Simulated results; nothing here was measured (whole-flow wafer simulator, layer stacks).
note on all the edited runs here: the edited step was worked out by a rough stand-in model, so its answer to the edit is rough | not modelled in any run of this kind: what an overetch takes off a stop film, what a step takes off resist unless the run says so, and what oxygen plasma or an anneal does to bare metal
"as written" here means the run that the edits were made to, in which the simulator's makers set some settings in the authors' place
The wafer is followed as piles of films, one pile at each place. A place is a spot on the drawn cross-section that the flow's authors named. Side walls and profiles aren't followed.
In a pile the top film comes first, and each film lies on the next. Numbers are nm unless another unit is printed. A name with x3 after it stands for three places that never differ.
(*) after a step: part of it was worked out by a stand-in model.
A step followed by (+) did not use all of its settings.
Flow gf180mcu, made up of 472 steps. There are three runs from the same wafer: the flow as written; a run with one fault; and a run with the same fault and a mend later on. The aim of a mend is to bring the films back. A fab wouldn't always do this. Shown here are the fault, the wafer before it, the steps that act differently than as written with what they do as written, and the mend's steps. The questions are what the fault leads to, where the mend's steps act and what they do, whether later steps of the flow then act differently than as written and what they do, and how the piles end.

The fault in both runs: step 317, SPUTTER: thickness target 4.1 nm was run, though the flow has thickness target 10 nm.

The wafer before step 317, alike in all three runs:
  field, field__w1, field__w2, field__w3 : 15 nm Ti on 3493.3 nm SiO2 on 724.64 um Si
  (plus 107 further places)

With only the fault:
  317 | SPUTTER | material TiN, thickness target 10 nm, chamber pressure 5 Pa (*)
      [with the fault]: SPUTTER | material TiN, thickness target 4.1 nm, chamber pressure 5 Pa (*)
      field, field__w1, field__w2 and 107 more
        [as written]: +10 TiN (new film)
        [with the fault]: +4.1 TiN (new film)
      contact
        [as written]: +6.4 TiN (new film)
        [with the fault]: +2.63 TiN (new film)
  Steps later in the flow that act otherwise than as written (1 more step, not shown, differs only slightly: by at most 2% or 0.5 nm, whichever is larger):
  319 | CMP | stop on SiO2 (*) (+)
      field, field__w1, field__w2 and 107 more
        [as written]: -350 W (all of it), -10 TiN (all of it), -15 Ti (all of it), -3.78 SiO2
        [with the fault]: -350 W (all of it), -4.1 TiN (all of it), -15 Ti (all of it), -3.72 SiO2
  At contact, the piles at the end differ from the flow's by more than 2% or 0.5 nm, whichever is larger.
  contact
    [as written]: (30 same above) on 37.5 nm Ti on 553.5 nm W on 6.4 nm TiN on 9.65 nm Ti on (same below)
    [with the fault]: (30 same above) on 37.5 nm Ti on 557.3 nm W on 2.63 nm TiN on 9.65 nm Ti on (same below)

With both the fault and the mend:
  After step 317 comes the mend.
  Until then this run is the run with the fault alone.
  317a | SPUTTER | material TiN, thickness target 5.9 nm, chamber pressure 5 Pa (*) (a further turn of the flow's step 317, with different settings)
      field, field__w1, field__w2 and 107 more
        +5.9 TiN
      contact
        +3.78 TiN
  None of the later steps of the flow acts differently than as written at any place that is followed.
  The piles end the same as the flow's at every place that both follow.
